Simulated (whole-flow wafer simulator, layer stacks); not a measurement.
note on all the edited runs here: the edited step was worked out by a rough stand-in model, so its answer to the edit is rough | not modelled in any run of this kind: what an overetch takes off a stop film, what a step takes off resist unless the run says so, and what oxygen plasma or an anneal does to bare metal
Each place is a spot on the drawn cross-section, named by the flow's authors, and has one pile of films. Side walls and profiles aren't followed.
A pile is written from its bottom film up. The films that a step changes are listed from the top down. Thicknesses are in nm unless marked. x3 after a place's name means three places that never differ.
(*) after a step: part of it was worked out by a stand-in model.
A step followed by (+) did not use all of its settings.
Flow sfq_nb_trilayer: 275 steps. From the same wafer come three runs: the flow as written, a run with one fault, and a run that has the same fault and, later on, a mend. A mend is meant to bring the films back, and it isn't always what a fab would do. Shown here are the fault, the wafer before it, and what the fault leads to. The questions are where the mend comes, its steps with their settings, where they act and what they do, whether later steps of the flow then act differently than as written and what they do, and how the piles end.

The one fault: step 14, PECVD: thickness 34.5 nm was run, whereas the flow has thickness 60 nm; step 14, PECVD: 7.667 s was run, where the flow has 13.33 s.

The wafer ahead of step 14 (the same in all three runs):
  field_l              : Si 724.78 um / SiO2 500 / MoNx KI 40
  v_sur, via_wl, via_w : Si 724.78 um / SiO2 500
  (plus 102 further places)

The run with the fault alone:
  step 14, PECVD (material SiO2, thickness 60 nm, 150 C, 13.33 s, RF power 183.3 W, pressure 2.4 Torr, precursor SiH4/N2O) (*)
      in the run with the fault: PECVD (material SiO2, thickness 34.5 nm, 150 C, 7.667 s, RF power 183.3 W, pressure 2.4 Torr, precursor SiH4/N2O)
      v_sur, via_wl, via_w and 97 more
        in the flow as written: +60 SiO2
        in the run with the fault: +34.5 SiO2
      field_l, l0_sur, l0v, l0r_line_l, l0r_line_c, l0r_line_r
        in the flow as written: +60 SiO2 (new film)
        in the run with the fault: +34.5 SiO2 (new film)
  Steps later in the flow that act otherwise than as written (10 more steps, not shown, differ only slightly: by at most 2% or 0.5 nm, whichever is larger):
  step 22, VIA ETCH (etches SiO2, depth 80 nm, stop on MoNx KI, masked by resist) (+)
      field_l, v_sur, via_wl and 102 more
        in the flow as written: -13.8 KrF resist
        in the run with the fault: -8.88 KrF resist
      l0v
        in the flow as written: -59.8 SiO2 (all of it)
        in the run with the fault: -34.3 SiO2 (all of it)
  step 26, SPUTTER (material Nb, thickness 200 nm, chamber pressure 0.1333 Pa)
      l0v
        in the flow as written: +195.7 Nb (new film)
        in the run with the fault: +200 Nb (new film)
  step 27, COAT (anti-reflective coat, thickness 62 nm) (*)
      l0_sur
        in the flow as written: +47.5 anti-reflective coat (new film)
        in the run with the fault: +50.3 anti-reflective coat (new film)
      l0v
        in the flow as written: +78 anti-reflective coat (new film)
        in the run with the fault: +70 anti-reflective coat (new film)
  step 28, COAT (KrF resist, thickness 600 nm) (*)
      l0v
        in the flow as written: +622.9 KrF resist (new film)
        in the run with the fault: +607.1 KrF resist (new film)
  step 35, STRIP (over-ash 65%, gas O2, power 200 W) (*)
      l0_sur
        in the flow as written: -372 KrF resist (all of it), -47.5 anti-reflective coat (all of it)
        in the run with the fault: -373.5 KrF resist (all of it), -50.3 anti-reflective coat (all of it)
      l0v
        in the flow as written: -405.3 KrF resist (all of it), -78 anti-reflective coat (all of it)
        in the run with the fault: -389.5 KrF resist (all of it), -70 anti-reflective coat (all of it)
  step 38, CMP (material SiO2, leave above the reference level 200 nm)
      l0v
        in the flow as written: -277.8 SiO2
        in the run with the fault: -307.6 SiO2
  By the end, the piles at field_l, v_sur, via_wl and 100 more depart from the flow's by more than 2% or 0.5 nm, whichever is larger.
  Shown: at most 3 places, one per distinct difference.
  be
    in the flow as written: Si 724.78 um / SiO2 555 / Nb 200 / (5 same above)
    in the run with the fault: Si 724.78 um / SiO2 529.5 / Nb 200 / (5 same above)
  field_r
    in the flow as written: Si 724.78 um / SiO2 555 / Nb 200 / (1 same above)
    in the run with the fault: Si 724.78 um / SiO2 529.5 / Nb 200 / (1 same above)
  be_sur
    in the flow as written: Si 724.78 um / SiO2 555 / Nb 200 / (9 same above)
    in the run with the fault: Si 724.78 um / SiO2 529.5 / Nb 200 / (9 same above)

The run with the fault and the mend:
  After step 20 comes the mend.
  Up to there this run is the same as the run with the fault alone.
  step 20a, STRIP (over-ash 65%, gas O2, power 200 W) (*)
      p4_fl x3, p4_w1 x9, p4_g1 x2 and 59 more
        -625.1 KrF resist (all of it), -62 anti-reflective coat (all of it)
      jj_sur, ce_l, c5j, ce_r, sp_r, be_r, r_sur
        -632 KrF resist (all of it), -63.7 anti-reflective coat (all of it)
      l0r_line_l, l0r_line_c, l0r_line_r
        -621 KrF resist (all of it), -58.9 anti-reflective coat (all of it)
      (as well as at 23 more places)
  step 20b, PECVD (material SiO2, thickness 25.5 nm, 150 C, 5.667 s, RF power 183.3 W, pressure 2.4 Torr, precursor SiH4/N2O) (the flow's step 14, run once more with other settings)
      field_l, v_sur, via_wl and 103 more
        +25.5 SiO2
  step 20c, COAT (anti-reflective coat, thickness 62 nm) (*) (the flow's step 15, run once more)
      p4_fl x3, p4_w1 x9, p4_g1 x2 and 59 more
        +62 anti-reflective coat (new film)
      be_sur, gap, jj_sur and 8 more
        +63.7 anti-reflective coat (new film)
      wire, be, moat, field_r, lsp_l
        +63.8 anti-reflective coat (new film)
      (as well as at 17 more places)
  step 20d, COAT (KrF resist, thickness 650 nm) (*) (the flow's step 16, run once more)
      p4_fl x3, p4_w1 x9, p4_g1 x2 and 59 more
        +650 KrF resist (new film)
      jj_sur, ce_l, c5j, ce_r, sp_r, be_r, r_sur
        +656.9 KrF resist (new film)
      v_sur, via_wr
        +659.5 KrF resist (new film)
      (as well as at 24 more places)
  step 20e, SOFTBAKE (KrF resist) (the flow's step 17, run once more)
      does not change any film at any place that is followed
  step 20f, EXPOSE (photomask L0V, dose 12.41 mJ/cm2, NA 0.6, wavelength 248 nm) (*) (the flow's step 18, run once more)
      does not change any film at any place that is followed
  step 20g, PEB (KrF resist, 90 s) (the flow's step 19, run once more)
      p4_fl x3, p4_w1 x9, p4_g1 x2 and 59 more
        -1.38 KrF resist
      via_v, wire, be and 15 more
        -1.39 KrF resist
      v_sur, via_w, via_wr, via_sp, lsp_m, ln_m6, lsp_r
        -1.4 KrF resist
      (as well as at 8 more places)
  step 20h, DEVELOP (KrF resist, thickness 650 nm, 60 s) (the flow's step 20, run once more)
      field_l, v_sur, via_wl and 102 more
        -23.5 KrF resist
      l0v
        -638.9 KrF resist (all of it)
  Every later step of the flow that is run acts as written, at every place that is followed, to within 2% or 0.5 nm, whichever is larger.
  The piles end the same as the flow's at every place that both follow.
